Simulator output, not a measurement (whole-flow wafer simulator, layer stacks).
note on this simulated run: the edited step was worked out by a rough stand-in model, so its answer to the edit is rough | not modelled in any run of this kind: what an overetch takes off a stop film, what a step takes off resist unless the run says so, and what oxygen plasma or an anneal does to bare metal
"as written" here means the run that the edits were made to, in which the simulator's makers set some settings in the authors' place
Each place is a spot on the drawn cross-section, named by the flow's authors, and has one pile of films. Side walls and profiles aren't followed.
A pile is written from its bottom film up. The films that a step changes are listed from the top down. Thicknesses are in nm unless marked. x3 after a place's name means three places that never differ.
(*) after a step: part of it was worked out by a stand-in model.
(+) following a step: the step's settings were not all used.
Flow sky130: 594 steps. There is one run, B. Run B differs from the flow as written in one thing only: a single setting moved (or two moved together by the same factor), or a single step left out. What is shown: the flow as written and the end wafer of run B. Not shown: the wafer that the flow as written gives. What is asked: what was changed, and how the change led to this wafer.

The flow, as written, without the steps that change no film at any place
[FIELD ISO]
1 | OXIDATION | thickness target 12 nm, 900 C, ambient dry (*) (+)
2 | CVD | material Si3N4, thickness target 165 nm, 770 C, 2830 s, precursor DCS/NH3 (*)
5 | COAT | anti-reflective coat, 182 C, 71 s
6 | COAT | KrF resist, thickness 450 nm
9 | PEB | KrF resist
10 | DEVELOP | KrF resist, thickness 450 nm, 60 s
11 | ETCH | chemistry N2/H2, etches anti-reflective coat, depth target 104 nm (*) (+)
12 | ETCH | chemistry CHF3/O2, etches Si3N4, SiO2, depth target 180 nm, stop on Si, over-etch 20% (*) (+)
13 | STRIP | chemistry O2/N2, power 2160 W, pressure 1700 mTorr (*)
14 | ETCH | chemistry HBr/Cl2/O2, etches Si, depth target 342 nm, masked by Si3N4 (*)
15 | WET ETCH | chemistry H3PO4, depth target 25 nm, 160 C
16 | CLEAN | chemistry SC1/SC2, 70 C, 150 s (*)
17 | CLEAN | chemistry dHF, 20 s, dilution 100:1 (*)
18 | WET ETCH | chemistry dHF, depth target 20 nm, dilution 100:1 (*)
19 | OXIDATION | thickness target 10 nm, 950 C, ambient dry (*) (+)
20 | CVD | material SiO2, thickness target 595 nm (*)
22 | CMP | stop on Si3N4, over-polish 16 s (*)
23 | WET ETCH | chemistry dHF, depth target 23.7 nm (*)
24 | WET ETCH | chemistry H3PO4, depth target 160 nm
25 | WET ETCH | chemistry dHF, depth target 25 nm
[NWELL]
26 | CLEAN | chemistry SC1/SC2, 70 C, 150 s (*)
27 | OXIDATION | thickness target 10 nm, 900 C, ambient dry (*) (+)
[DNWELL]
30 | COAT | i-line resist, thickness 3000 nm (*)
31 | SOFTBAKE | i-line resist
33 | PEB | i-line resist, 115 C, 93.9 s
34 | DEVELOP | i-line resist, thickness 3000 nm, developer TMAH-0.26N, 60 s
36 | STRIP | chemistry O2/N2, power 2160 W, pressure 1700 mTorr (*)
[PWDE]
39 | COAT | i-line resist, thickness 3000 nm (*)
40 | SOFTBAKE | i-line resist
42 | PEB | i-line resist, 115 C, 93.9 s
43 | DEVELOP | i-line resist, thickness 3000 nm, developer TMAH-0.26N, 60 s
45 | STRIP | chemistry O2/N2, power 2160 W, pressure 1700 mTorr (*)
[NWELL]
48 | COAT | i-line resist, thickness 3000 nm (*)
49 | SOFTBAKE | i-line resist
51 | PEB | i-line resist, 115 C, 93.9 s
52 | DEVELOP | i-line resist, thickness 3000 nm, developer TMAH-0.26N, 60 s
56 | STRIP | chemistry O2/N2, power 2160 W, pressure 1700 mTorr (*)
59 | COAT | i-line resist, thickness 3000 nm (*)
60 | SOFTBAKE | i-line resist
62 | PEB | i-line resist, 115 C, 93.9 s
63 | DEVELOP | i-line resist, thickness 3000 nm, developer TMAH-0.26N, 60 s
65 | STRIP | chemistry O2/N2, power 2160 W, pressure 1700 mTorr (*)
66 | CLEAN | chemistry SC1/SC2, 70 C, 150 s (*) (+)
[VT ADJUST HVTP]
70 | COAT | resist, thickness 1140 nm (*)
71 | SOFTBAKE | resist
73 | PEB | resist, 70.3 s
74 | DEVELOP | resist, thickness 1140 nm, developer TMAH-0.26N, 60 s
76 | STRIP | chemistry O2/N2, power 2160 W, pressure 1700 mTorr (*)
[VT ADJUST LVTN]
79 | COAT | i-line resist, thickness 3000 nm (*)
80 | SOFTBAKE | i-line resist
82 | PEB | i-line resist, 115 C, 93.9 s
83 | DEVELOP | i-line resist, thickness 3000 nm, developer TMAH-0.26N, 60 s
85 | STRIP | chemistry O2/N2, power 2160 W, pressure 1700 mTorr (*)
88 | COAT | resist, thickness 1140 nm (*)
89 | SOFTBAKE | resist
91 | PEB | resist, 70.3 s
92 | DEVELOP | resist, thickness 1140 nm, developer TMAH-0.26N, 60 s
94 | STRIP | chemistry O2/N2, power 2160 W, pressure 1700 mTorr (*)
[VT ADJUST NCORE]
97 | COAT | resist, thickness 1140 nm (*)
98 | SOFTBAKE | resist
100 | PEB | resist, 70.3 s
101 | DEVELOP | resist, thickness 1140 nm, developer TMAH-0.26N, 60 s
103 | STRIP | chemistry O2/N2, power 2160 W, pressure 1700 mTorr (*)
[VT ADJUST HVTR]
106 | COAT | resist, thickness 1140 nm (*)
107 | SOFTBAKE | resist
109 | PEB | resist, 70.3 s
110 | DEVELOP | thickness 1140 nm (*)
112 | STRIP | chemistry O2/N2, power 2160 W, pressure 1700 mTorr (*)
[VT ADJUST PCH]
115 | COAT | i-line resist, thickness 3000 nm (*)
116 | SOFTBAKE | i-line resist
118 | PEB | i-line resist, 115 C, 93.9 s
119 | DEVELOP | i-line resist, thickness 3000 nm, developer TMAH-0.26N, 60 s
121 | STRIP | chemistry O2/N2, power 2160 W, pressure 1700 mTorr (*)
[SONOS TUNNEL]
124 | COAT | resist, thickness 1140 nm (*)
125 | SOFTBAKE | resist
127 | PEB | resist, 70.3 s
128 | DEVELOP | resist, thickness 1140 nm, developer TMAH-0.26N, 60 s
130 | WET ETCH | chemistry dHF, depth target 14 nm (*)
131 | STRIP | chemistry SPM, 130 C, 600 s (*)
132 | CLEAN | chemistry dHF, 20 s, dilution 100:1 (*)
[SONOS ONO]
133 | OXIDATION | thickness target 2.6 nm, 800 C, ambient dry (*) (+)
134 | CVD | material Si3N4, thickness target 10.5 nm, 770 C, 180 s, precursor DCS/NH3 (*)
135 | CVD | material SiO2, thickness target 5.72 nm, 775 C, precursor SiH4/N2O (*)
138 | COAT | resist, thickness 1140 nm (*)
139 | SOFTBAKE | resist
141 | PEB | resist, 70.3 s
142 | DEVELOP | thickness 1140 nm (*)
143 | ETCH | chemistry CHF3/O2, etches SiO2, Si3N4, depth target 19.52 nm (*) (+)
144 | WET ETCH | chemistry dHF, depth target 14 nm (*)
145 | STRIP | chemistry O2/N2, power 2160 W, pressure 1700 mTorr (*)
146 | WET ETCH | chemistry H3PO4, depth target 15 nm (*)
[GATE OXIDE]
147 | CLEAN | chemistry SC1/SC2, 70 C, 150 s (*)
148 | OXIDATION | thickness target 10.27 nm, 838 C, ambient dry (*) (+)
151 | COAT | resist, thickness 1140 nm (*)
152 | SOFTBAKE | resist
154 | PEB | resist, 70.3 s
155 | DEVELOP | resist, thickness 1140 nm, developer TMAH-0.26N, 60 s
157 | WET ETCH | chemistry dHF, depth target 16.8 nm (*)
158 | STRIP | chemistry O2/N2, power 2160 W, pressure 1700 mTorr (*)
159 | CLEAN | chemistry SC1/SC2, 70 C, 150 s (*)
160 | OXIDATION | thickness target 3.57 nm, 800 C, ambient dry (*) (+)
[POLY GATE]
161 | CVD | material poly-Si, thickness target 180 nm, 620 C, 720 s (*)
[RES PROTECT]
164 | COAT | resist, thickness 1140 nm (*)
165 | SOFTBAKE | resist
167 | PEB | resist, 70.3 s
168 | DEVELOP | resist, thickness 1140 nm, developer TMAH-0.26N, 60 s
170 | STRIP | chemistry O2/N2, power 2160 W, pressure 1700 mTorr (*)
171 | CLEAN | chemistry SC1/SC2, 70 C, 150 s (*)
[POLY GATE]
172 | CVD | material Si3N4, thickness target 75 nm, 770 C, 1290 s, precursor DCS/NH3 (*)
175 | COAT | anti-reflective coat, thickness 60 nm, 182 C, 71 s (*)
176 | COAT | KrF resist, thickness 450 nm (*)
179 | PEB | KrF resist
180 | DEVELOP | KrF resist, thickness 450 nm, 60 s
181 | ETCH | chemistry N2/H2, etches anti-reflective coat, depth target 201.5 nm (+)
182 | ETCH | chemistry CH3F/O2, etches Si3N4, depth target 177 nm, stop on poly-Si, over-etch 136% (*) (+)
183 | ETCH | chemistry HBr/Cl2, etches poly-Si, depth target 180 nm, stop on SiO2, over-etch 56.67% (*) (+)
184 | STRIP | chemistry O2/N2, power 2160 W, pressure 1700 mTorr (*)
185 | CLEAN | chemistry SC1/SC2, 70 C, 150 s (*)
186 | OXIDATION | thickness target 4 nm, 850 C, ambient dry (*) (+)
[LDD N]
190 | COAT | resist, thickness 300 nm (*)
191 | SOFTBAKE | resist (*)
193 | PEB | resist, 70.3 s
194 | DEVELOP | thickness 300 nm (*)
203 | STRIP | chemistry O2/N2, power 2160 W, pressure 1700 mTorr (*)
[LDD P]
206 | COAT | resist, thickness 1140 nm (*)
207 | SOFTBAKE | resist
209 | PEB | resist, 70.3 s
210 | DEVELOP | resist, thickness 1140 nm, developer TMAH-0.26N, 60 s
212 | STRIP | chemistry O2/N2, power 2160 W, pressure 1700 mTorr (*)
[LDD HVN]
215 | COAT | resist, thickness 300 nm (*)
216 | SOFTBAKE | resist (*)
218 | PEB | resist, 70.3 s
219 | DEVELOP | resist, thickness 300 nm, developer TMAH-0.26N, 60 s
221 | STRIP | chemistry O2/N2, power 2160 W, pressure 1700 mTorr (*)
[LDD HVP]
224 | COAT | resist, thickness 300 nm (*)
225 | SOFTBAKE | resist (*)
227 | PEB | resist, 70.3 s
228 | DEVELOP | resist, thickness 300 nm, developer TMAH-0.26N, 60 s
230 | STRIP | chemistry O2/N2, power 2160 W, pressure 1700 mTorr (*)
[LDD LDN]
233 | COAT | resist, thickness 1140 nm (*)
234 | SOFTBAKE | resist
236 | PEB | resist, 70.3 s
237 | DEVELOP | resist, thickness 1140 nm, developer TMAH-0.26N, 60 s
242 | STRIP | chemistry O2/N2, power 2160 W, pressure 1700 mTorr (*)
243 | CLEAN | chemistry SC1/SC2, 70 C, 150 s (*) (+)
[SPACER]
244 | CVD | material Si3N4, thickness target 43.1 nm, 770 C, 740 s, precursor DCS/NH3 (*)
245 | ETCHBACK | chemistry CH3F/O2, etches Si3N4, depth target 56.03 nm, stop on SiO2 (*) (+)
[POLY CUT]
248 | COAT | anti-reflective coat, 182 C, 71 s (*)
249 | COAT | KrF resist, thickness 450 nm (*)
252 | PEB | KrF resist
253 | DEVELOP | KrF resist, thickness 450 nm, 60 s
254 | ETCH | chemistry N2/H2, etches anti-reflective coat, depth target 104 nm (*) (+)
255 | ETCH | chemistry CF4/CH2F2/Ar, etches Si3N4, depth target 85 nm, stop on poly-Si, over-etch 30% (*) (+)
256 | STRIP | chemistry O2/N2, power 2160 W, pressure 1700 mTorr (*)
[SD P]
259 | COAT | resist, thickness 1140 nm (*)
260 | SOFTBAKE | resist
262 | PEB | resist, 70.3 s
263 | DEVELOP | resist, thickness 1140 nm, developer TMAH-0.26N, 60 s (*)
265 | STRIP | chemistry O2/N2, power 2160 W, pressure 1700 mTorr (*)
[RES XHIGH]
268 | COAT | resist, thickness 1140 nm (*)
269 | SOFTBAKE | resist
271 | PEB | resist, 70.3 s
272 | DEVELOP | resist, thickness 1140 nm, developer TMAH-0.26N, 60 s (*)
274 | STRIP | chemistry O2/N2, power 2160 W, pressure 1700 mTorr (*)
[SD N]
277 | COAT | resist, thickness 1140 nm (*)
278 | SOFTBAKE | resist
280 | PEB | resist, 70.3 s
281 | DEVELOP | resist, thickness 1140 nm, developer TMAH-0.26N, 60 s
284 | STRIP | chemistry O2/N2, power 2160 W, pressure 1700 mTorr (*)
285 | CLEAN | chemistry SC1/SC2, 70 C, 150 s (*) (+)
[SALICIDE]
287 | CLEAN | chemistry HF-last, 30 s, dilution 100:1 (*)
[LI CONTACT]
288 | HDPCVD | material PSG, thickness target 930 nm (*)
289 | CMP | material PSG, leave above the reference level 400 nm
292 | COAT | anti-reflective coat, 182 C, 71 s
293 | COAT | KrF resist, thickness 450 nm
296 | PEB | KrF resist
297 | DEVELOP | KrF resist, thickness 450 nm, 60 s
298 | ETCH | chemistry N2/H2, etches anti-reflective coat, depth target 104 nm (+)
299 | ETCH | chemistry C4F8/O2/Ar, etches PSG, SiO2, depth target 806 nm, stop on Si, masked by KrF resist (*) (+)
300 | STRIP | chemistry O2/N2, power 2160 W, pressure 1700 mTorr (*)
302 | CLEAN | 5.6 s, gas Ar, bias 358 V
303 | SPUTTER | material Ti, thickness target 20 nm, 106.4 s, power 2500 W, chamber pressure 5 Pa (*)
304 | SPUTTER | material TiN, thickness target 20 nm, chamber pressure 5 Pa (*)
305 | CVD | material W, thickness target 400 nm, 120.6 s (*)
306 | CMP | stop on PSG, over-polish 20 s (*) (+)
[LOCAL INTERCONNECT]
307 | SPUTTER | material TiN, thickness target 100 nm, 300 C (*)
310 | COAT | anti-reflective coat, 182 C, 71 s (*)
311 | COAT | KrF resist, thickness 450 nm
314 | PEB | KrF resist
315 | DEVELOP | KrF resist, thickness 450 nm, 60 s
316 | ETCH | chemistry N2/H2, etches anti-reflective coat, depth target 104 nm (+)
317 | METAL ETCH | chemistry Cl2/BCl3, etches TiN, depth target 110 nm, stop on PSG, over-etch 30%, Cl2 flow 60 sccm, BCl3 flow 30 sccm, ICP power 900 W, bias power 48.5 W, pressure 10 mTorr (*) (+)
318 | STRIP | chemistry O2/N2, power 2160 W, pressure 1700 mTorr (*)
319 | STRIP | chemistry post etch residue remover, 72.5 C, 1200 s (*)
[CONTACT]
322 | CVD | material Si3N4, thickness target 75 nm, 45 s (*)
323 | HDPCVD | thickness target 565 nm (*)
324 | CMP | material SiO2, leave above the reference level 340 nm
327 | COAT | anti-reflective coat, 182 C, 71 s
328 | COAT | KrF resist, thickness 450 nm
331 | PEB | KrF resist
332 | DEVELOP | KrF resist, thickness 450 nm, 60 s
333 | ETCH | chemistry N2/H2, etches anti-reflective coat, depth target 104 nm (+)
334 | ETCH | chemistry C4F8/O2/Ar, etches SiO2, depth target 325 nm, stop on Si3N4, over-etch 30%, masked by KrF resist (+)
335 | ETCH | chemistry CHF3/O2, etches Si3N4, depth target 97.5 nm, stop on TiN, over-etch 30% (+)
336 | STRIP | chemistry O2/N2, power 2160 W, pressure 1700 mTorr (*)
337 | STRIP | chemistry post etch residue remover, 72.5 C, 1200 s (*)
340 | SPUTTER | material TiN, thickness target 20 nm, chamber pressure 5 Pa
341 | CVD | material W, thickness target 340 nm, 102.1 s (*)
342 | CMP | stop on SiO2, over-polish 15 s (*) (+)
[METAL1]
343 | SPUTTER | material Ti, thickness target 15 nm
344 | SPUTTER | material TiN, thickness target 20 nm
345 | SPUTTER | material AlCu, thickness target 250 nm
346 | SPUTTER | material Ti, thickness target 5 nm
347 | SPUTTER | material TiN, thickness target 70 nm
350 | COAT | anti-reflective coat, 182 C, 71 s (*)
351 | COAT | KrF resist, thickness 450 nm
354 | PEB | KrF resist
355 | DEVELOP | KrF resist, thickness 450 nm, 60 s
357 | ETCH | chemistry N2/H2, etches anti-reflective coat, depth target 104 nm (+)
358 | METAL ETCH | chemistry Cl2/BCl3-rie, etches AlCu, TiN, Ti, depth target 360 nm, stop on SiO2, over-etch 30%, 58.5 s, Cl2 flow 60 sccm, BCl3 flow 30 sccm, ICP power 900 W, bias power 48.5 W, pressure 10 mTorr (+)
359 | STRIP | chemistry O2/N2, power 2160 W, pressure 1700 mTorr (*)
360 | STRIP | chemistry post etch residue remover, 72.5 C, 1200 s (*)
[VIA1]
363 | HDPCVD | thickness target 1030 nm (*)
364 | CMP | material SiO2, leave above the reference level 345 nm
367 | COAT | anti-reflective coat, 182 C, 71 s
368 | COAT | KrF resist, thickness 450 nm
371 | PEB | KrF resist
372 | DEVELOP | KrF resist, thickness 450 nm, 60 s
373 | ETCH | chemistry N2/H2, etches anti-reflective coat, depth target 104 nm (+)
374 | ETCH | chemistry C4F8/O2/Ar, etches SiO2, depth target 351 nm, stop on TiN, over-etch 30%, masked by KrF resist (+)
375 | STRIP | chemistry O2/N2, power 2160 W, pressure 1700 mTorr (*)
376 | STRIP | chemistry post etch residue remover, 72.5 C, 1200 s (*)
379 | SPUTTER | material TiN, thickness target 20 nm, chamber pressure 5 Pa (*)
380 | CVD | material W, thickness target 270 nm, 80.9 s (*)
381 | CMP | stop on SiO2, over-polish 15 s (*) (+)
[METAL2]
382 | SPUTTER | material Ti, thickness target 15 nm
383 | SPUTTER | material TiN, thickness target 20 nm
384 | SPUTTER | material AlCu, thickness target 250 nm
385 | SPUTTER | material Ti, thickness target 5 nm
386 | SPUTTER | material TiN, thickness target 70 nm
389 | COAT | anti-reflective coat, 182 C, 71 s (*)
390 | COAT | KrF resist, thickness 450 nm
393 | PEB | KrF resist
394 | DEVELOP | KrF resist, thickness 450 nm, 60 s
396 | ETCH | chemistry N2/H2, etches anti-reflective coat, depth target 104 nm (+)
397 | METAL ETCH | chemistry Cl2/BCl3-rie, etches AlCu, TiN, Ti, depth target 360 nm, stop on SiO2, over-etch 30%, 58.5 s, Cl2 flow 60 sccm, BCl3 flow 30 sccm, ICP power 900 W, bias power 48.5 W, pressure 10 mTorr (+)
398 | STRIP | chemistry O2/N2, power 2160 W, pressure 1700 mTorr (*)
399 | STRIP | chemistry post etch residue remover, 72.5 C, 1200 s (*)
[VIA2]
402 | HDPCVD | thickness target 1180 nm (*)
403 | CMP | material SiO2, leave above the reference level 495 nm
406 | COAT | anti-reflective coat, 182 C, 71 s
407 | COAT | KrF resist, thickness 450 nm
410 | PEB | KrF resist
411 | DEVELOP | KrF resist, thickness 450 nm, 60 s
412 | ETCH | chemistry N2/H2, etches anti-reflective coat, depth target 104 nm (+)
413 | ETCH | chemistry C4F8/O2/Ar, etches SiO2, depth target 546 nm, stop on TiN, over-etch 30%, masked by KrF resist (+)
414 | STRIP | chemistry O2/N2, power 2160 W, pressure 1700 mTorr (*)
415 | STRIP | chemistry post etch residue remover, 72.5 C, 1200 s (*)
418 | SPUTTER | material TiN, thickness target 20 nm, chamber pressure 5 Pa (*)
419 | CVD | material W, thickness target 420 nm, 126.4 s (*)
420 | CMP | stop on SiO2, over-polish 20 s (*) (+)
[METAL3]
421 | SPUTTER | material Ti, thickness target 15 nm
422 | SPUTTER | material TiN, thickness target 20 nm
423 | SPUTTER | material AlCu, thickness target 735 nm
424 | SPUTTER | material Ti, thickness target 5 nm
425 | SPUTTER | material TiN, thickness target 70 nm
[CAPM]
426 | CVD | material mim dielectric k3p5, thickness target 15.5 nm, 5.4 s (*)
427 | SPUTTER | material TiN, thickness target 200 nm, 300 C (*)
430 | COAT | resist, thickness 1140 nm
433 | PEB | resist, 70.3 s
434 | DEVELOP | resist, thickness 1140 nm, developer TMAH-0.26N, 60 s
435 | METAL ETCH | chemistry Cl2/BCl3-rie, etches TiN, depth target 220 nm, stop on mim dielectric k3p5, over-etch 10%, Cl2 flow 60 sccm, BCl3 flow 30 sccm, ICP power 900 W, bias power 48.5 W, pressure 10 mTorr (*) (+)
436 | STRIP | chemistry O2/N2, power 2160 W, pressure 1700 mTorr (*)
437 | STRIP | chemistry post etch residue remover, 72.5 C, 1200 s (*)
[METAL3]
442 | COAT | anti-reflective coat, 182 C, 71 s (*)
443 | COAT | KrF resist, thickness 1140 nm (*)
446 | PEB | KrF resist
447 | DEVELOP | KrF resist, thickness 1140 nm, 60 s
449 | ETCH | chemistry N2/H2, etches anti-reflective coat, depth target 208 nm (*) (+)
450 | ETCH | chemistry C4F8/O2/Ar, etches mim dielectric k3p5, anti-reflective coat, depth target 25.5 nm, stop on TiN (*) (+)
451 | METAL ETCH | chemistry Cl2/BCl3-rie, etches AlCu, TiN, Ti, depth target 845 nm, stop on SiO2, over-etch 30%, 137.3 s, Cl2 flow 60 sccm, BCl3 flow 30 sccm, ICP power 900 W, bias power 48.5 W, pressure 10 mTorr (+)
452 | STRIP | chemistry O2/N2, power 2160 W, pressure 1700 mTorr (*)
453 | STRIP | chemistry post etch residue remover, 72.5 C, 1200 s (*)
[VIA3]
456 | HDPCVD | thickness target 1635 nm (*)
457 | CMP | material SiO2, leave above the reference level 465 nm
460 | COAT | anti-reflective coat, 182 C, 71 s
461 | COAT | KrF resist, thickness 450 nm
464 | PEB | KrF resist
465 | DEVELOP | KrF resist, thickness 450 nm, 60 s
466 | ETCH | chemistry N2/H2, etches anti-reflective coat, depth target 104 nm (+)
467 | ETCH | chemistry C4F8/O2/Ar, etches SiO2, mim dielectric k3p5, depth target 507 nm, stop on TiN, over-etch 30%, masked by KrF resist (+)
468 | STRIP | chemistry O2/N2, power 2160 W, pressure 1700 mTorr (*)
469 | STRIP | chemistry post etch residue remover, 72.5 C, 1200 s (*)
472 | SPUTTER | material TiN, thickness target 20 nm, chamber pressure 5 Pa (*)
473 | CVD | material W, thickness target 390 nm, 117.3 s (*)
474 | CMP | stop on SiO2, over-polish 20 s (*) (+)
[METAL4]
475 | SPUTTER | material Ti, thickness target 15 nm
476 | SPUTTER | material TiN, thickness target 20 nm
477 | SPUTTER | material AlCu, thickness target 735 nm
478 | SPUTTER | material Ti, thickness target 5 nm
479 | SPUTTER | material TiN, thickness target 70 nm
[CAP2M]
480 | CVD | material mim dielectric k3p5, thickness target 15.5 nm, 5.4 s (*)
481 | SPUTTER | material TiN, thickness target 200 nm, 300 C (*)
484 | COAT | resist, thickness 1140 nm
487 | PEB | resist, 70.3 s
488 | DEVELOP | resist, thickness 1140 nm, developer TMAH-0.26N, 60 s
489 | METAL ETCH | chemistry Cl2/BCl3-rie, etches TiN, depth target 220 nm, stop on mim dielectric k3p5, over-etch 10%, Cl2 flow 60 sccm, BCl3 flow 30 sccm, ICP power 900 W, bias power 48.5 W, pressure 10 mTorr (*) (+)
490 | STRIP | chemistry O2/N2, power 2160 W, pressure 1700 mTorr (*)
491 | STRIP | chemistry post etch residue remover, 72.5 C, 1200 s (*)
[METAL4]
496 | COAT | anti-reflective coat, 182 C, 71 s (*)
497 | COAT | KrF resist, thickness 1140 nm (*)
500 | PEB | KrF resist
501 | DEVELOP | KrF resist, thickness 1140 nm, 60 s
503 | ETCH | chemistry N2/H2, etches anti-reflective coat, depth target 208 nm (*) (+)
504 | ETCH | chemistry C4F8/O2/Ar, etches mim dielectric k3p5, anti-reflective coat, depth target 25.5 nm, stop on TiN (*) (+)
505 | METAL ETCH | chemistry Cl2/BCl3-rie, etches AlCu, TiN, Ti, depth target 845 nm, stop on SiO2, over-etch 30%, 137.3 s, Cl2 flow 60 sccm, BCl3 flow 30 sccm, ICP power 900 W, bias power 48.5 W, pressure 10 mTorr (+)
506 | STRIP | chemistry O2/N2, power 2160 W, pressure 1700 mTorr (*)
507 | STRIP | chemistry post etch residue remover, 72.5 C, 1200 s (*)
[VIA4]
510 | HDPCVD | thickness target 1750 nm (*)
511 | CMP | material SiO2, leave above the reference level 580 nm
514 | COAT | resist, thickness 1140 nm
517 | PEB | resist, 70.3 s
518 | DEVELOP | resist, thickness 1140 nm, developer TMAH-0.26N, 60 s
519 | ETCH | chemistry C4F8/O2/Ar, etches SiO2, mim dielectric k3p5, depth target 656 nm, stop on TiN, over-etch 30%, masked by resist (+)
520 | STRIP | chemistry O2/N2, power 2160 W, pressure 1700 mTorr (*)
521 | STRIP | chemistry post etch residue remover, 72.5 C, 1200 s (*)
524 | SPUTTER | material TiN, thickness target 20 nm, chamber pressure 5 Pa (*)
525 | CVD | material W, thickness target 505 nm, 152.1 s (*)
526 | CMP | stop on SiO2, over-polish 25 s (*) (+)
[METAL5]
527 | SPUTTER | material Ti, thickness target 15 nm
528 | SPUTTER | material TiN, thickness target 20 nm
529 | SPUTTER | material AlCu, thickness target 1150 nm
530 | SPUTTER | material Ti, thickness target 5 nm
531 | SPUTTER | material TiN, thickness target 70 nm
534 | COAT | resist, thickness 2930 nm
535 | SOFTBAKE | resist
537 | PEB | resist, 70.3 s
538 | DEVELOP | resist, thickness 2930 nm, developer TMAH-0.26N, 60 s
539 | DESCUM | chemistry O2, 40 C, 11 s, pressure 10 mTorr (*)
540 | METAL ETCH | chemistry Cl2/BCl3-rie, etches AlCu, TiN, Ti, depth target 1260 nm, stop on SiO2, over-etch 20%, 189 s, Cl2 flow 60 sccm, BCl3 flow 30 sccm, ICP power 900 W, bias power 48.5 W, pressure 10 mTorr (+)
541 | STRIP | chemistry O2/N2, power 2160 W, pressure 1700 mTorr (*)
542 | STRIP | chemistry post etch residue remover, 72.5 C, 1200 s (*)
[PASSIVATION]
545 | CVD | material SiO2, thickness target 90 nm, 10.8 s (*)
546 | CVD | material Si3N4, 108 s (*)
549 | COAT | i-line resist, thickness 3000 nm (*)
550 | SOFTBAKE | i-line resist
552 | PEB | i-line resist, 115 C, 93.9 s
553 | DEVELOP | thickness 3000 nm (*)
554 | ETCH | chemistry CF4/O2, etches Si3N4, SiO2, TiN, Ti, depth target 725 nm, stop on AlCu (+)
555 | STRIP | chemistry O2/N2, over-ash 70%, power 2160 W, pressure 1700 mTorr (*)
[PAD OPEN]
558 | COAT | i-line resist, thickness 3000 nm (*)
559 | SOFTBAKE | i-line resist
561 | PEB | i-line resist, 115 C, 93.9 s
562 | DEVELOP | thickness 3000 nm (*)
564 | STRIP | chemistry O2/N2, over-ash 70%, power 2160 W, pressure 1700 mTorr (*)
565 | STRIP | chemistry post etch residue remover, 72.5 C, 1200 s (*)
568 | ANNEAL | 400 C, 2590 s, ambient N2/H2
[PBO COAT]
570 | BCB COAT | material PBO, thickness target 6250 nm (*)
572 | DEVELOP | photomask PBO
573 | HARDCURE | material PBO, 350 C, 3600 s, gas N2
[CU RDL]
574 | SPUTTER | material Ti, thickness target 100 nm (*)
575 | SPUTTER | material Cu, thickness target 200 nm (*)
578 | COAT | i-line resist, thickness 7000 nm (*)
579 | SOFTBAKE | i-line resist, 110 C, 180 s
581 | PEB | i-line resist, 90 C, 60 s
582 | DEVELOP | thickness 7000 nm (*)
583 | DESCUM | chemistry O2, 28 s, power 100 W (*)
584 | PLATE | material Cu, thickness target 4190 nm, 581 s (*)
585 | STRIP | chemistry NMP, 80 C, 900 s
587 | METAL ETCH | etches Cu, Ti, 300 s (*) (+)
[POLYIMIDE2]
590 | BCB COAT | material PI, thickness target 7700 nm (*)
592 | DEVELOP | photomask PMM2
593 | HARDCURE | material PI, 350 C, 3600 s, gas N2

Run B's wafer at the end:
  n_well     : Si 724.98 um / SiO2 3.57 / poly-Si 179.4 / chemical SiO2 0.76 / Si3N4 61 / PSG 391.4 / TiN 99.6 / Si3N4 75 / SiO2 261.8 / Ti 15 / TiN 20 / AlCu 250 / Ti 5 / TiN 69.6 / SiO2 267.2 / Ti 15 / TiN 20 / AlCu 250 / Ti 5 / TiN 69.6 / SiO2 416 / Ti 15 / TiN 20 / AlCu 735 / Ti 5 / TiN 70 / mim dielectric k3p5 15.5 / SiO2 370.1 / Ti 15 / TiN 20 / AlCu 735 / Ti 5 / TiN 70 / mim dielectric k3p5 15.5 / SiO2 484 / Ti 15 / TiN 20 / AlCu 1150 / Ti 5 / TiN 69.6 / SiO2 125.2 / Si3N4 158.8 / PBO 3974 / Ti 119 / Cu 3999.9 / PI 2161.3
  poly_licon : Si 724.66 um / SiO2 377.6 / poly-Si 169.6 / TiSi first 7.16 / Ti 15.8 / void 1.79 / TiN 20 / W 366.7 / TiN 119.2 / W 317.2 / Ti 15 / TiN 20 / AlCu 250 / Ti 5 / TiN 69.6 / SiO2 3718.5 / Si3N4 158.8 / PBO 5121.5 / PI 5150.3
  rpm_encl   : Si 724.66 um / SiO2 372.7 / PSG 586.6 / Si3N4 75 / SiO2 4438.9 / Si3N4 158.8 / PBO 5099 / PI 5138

What caused this: step 574, SPUTTER: thickness target 119 nm was run, though the flow has thickness target 100 nm.
One can read it off the wafer: n_well has Ti 119, and step 574 as written asks for 100 nm.

How this came from the change, step by step:
  574 | SPUTTER | material Ti, thickness target 100 nm (*)
      field, active, n_well and 190 more: Ti gains 119 (new film) (as written it would have been: Ti gains 100 (new film))
  587 | METAL ETCH | etches Cu, Ti, 300 s (*) (+)
      field, active, gate and 167 more: Cu loses 200 (all of it), Ti loses 119 (all of it) (as written it would have been: Cu loses 200 (all of it), Ti loses 100 (all of it))
  590 | BCB COAT | material PI, thickness target 7700 nm (*)
      de16_gate_nw: PI gains 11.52 um (new film) (as written it would have been: PI gains 11.5 um (new film))
